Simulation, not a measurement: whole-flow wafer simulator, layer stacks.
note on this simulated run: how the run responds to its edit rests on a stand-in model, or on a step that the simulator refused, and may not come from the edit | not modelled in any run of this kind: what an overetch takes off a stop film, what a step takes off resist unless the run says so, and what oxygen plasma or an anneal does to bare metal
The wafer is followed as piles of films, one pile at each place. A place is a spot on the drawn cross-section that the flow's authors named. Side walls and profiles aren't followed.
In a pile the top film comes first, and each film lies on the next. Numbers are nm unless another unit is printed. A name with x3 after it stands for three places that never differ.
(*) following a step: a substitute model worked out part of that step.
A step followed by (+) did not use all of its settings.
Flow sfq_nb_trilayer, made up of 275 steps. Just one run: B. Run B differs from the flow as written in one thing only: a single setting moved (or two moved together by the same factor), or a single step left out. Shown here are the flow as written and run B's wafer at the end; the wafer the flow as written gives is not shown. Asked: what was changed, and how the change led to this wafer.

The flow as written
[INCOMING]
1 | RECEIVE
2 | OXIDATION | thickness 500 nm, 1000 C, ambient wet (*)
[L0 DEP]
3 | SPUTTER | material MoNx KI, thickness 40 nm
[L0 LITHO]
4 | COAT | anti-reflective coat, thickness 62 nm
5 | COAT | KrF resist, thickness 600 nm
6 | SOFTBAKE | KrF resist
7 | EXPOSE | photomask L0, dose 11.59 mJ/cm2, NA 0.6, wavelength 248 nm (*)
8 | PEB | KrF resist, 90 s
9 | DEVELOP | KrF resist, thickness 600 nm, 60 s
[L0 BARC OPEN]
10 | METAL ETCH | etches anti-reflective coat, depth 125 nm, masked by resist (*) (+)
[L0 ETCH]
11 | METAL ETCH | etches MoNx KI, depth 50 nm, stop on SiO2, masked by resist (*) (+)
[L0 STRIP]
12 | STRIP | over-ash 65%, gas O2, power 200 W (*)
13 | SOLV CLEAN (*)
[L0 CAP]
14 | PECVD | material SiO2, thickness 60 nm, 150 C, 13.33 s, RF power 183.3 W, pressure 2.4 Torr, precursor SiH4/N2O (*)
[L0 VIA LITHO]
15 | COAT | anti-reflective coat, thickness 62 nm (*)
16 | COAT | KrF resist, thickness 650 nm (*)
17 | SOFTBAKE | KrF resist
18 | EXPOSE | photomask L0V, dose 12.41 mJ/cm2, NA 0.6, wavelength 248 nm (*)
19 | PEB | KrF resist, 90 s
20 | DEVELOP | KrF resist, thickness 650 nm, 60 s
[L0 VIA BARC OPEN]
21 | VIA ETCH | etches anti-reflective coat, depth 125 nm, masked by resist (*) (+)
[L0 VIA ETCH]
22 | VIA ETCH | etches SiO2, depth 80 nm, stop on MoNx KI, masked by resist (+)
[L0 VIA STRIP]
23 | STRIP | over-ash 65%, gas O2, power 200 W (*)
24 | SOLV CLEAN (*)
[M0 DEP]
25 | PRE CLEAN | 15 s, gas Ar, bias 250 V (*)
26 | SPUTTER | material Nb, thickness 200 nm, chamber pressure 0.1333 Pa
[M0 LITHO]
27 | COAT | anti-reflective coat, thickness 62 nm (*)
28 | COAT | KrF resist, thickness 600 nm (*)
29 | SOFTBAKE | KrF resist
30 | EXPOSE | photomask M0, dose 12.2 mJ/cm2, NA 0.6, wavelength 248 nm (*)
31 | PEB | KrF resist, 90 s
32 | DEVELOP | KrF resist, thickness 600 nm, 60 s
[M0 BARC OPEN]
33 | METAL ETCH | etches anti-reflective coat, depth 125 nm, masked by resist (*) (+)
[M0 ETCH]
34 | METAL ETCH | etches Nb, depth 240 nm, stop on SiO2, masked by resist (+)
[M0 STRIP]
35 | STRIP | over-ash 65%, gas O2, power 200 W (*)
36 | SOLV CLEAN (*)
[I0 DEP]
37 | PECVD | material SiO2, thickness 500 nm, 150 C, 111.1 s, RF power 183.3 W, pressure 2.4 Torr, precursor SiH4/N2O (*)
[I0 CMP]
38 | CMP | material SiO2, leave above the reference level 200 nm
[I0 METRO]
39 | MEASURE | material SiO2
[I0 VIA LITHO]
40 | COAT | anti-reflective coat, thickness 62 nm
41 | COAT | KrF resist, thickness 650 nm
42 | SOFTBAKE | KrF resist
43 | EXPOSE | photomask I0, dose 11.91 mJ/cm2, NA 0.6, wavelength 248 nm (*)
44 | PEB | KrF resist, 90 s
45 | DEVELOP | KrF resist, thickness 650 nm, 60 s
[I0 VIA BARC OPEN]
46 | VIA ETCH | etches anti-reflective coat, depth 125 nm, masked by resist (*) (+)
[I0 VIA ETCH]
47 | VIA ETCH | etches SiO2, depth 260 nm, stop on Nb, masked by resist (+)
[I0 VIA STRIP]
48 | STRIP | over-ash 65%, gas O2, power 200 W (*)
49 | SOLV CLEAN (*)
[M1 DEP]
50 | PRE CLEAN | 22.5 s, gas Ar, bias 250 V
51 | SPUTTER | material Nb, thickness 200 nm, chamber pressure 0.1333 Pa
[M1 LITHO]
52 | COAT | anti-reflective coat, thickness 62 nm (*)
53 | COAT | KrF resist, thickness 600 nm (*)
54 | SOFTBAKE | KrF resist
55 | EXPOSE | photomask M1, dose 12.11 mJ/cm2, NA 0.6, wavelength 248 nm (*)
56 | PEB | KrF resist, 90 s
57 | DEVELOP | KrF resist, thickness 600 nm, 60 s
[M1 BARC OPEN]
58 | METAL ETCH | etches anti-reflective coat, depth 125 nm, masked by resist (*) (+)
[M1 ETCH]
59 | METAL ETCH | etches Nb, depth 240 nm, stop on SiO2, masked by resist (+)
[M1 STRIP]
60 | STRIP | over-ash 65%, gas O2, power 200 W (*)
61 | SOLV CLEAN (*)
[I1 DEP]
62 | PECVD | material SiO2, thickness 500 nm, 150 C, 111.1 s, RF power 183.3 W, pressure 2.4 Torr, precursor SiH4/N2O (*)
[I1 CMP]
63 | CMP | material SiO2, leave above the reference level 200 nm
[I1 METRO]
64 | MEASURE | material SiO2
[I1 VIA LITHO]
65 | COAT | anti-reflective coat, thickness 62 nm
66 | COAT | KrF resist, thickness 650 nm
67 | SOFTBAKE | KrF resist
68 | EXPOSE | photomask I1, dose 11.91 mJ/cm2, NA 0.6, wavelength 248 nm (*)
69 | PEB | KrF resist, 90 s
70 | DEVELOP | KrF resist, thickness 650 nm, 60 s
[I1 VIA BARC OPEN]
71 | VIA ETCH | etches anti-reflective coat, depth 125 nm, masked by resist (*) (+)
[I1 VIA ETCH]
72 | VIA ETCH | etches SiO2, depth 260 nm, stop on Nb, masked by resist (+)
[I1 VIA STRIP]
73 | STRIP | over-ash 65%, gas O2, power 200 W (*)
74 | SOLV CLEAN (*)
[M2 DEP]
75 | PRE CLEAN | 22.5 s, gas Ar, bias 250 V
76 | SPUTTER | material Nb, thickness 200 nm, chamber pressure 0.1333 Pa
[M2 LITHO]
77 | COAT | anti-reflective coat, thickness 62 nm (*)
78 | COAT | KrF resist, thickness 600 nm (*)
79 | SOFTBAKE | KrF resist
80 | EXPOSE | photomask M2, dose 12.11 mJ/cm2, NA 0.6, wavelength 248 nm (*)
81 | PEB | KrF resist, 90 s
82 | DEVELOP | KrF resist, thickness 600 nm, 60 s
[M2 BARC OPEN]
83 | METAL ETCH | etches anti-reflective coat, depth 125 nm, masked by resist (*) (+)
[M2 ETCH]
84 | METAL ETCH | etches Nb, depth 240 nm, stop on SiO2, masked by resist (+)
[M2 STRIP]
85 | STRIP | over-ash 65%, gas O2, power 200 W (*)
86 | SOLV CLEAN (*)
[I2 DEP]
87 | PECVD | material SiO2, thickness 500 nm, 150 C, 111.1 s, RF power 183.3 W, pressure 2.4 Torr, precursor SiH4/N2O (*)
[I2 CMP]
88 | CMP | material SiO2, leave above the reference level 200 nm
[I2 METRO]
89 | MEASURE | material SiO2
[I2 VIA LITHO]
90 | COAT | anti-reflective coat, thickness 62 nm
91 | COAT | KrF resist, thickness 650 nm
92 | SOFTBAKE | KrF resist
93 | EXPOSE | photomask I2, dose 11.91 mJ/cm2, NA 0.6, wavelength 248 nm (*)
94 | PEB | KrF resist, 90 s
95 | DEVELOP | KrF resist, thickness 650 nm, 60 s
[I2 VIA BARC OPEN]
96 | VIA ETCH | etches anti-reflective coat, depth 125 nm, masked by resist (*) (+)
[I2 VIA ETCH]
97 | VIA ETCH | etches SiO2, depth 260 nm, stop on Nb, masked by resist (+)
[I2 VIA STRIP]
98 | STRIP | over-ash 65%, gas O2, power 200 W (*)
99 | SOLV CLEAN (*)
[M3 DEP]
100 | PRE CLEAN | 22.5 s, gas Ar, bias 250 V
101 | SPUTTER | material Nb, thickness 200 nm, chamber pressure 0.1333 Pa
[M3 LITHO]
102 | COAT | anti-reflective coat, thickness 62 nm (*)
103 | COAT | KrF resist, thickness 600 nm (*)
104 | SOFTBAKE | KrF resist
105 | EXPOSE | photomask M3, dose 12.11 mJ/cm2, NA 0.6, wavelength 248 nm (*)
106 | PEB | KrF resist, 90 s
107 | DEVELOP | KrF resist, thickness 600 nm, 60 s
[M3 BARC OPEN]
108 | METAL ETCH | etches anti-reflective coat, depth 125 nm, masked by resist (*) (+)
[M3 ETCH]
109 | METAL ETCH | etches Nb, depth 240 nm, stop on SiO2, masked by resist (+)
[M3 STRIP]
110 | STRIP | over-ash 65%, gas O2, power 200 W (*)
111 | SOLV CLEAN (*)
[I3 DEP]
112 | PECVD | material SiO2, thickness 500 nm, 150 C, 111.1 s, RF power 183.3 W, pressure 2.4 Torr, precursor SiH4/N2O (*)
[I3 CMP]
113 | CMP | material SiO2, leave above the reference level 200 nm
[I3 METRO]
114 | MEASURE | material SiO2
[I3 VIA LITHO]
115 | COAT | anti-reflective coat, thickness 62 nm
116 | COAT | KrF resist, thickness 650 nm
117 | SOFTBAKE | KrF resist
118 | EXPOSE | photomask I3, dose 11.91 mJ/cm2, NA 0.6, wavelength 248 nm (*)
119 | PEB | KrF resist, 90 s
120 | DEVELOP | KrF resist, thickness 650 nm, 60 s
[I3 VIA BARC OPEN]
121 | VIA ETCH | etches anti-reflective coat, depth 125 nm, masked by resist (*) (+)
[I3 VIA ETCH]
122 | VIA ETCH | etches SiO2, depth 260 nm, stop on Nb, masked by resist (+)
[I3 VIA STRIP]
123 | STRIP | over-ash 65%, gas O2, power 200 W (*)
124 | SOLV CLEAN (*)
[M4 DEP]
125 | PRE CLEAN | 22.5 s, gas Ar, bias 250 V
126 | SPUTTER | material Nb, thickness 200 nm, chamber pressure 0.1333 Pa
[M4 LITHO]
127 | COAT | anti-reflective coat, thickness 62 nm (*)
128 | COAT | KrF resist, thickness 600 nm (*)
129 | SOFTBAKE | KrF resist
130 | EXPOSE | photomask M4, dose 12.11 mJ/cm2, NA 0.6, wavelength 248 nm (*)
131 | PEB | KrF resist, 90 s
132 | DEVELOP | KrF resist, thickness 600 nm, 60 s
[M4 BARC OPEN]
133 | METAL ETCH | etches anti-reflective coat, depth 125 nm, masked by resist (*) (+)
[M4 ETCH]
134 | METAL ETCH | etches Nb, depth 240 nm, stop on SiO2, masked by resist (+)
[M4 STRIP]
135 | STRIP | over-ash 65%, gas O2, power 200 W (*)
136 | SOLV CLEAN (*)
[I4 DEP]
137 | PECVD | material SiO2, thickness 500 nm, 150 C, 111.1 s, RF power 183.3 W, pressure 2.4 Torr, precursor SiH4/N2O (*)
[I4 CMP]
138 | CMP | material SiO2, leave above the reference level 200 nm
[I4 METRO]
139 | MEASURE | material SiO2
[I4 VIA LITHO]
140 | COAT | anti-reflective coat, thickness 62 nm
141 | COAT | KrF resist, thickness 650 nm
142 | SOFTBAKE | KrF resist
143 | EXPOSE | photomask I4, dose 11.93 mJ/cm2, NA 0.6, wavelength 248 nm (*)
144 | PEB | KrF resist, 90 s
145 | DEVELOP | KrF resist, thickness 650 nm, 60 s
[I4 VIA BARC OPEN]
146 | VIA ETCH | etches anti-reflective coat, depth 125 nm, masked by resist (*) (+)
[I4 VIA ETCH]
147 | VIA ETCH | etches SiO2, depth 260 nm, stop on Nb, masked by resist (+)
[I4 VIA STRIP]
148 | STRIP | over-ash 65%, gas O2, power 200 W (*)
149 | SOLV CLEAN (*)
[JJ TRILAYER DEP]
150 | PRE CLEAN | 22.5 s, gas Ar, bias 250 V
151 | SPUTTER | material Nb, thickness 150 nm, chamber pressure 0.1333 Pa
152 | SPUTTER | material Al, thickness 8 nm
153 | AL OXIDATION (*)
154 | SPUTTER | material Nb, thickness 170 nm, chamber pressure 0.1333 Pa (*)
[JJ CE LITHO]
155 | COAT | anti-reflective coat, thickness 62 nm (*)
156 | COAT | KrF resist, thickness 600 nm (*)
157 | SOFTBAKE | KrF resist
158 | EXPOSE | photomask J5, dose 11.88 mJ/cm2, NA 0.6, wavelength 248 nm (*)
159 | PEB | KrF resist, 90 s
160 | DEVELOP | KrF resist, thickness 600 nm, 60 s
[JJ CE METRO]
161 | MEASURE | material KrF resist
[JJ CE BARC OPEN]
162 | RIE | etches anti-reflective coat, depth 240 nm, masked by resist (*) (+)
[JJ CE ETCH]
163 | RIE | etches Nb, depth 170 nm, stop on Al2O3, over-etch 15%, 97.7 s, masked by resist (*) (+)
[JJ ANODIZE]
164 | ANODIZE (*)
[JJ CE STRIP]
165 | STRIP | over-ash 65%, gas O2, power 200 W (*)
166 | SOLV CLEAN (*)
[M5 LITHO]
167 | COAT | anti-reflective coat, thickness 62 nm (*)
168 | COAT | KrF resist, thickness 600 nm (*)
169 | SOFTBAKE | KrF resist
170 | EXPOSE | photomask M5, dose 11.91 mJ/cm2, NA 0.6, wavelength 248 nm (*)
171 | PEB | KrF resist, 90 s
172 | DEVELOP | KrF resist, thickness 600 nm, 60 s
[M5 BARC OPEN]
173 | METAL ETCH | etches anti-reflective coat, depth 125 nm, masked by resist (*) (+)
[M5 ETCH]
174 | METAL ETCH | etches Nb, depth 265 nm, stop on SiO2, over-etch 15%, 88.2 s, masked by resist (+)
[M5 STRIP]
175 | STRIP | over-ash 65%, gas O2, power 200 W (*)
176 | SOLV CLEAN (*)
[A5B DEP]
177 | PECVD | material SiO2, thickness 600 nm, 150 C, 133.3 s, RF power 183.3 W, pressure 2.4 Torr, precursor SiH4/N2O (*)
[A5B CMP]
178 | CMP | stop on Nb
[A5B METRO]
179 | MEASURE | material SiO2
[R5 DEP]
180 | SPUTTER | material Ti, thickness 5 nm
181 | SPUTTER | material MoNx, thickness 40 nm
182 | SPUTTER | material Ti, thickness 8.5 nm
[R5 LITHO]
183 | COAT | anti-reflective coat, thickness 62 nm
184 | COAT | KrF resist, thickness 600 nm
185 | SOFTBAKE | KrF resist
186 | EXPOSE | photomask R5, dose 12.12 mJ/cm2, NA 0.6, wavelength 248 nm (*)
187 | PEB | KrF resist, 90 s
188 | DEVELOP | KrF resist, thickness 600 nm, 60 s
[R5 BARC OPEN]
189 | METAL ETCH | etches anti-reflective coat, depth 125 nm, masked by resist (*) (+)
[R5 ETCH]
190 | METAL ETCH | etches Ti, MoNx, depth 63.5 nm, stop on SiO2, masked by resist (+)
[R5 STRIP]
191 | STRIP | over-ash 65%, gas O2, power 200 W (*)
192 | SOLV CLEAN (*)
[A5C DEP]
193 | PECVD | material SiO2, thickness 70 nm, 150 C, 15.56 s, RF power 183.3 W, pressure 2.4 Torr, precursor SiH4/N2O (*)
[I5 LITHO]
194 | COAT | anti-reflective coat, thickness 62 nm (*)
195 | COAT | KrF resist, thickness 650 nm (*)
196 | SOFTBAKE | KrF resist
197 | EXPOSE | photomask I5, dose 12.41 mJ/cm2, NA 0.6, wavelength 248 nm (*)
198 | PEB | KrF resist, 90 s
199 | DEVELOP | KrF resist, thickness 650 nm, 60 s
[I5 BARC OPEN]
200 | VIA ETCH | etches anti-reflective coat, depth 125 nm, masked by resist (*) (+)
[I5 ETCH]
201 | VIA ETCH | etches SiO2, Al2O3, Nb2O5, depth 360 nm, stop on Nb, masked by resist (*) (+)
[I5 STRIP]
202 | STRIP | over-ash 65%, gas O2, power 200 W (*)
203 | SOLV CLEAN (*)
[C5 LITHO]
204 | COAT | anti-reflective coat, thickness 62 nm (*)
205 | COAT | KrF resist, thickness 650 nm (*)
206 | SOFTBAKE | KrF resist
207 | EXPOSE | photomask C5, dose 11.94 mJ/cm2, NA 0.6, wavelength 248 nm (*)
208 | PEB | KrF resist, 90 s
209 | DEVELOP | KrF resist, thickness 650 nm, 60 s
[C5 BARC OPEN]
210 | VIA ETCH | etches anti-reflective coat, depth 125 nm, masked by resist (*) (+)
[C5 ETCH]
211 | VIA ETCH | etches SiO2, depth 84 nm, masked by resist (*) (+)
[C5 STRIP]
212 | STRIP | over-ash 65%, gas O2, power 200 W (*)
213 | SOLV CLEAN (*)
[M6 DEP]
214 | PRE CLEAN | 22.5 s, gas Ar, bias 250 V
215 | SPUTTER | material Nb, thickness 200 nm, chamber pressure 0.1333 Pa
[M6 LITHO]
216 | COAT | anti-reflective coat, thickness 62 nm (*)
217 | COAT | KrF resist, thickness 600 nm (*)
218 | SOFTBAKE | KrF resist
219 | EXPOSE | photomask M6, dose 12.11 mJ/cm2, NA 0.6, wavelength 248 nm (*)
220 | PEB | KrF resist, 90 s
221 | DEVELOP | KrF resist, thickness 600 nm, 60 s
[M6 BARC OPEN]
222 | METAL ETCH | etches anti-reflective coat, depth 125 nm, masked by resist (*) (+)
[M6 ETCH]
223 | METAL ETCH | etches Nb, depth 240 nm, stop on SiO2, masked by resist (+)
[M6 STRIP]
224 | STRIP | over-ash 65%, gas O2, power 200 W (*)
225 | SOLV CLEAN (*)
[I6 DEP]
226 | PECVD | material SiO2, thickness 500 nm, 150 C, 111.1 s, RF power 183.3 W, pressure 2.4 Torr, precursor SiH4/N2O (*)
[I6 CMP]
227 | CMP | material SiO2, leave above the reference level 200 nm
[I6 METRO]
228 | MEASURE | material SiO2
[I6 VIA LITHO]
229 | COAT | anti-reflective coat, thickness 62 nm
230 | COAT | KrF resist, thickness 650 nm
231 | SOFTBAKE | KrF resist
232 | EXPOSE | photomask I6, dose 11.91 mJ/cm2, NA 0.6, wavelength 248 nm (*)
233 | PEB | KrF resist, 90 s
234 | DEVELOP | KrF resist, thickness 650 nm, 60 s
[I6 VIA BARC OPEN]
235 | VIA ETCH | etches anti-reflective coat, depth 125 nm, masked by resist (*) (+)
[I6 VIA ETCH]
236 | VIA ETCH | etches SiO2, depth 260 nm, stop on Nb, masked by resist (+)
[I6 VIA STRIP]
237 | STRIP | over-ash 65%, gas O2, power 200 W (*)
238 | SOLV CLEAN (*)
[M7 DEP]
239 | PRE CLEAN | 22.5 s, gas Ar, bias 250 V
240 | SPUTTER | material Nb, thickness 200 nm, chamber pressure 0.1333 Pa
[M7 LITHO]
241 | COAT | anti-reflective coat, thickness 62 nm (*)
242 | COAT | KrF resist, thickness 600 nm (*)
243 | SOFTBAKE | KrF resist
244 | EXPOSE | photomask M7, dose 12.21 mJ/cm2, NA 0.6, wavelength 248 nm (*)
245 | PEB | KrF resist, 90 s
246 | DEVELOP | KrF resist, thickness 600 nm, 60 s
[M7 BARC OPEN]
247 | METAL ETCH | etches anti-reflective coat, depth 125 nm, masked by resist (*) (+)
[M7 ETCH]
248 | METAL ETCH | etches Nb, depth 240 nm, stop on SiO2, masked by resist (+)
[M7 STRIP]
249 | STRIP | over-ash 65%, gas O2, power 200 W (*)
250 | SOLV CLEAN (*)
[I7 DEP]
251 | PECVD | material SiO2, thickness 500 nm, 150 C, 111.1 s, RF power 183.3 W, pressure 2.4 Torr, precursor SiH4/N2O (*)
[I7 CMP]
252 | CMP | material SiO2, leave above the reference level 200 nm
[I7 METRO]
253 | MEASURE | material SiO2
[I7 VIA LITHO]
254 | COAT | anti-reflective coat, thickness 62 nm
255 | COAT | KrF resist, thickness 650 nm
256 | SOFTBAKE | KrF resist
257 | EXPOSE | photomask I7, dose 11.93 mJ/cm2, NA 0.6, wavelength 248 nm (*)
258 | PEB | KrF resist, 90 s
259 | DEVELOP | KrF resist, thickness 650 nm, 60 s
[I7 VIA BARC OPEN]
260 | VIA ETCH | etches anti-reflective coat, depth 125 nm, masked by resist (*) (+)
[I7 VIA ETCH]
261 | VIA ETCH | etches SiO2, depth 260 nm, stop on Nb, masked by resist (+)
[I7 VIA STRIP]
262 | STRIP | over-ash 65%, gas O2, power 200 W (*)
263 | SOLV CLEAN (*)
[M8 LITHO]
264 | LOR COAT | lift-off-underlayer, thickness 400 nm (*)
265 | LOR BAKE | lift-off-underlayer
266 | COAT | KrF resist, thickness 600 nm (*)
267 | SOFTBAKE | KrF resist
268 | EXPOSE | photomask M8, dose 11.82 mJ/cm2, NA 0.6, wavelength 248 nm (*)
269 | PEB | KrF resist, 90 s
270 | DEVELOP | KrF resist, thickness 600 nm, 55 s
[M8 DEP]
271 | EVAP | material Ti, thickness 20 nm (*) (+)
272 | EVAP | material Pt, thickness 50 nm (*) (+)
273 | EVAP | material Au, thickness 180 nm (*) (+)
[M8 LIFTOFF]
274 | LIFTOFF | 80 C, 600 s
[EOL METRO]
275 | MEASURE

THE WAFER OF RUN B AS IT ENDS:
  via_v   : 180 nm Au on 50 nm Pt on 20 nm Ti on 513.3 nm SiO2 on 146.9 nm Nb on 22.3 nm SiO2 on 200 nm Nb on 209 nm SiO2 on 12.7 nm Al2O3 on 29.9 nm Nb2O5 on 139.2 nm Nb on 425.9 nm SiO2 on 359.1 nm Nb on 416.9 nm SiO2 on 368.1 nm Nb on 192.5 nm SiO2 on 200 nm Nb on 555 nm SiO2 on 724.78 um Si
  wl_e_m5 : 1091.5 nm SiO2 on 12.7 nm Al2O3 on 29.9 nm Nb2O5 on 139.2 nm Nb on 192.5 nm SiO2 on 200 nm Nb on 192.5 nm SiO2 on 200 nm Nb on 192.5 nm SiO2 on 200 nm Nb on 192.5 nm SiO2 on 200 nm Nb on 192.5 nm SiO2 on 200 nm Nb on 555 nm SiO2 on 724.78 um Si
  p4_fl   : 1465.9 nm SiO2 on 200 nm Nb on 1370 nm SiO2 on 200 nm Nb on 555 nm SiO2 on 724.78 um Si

What caused this: step 227, CMP: leave above the reference level 290 nm was run, while the flow as written has leave above the reference level 200 nm.

Step by step, how the change led to this:
  227 | CMP | material SiO2, leave above the reference level 200 nm
      field_l, p4_fl, p4_fm and 59 more: SiO2 loses 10 (in the flow as written it would be: SiO2 loses 100)
      v_sur, via_wl, via_w and 15 more: SiO2 loses 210 (in the flow as written it would be: SiO2 loses 300)
      (also at 26 further places)
  236 | VIA ETCH | etches SiO2, depth 260 nm, stop on Nb, masked by resist (+)
      via_v: SiO2 loses 260 (in the flow as written it would be: SiO2 loses 199.8 (all of it))
  239 | PRE CLEAN | 22.5 s, gas Ar, bias 250 V
      via_v: SiO2 loses 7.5 (in the flow as written it would be: Nb loses 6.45)
  240 | SPUTTER | material Nb, thickness 200 nm, chamber pressure 0.1333 Pa
      via_v: Nb gains 146.9 (new film) (in the flow as written it would be: Nb gains 161.1)
  241 | COAT | anti-reflective coat, thickness 62 nm (*)
      via_sp: anti-reflective coat gains 50 (new film) (in the flow as written it would be: anti-reflective coat gains 53.1 (new film))
      via_v: anti-reflective coat gains 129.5 (new film) (in the flow as written it would be: anti-reflective coat gains 126 (new film))
      (also at 1 further place)
  242 | COAT | KrF resist, thickness 600 nm (*)
      via_v: KrF resist gains 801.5 (new film) (in the flow as written it would be: KrF resist gains 742.5 (new film))
  249 | STRIP | over-ash 65%, gas O2, power 200 W (*)
      via_sp: KrF resist loses 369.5 (all of it), anti-reflective coat loses 50 (all of it) (in the flow as written it would be: KrF resist loses 373.6 (all of it), anti-reflective coat loses 53.1 (all of it))
      via_v: KrF resist loses 583.4 (all of it), anti-reflective coat loses 129.5 (all of it) (in the flow as written it would be: KrF resist loses 524.5 (all of it), anti-reflective coat loses 126 (all of it))
      (also at 1 further place)
  251 | PECVD | material SiO2, thickness 500 nm, 150 C, 111.1 s, RF power 183.3 W, pressure 2.4 Torr, precursor SiH4/N2O (*)
      via_v: SiO2 gains 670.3 (new film) (in the flow as written it would be: SiO2 gains 621 (new film))
  252 | CMP | material SiO2, leave above the reference level 200 nm
      via_v: SiO2 loses 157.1 (in the flow as written it would be: SiO2 loses 183.1)
Taking metal films that touch as one body, via_v has 7 bodies (between them, from the top down: SiO2 513.3; SiO2 22.3; SiO2 209 / Al2O3 12.7 / Nb2O5 29.9; SiO2 425.9; SiO2 416.9; SiO2 192.5); the flow as written gives 6 bodies (between them, from the top down: SiO2 437.8; SiO2 209 / Al2O3 12.7 / Nb2O5 29.9; SiO2 425.9; SiO2 416.9; SiO2 192.5).
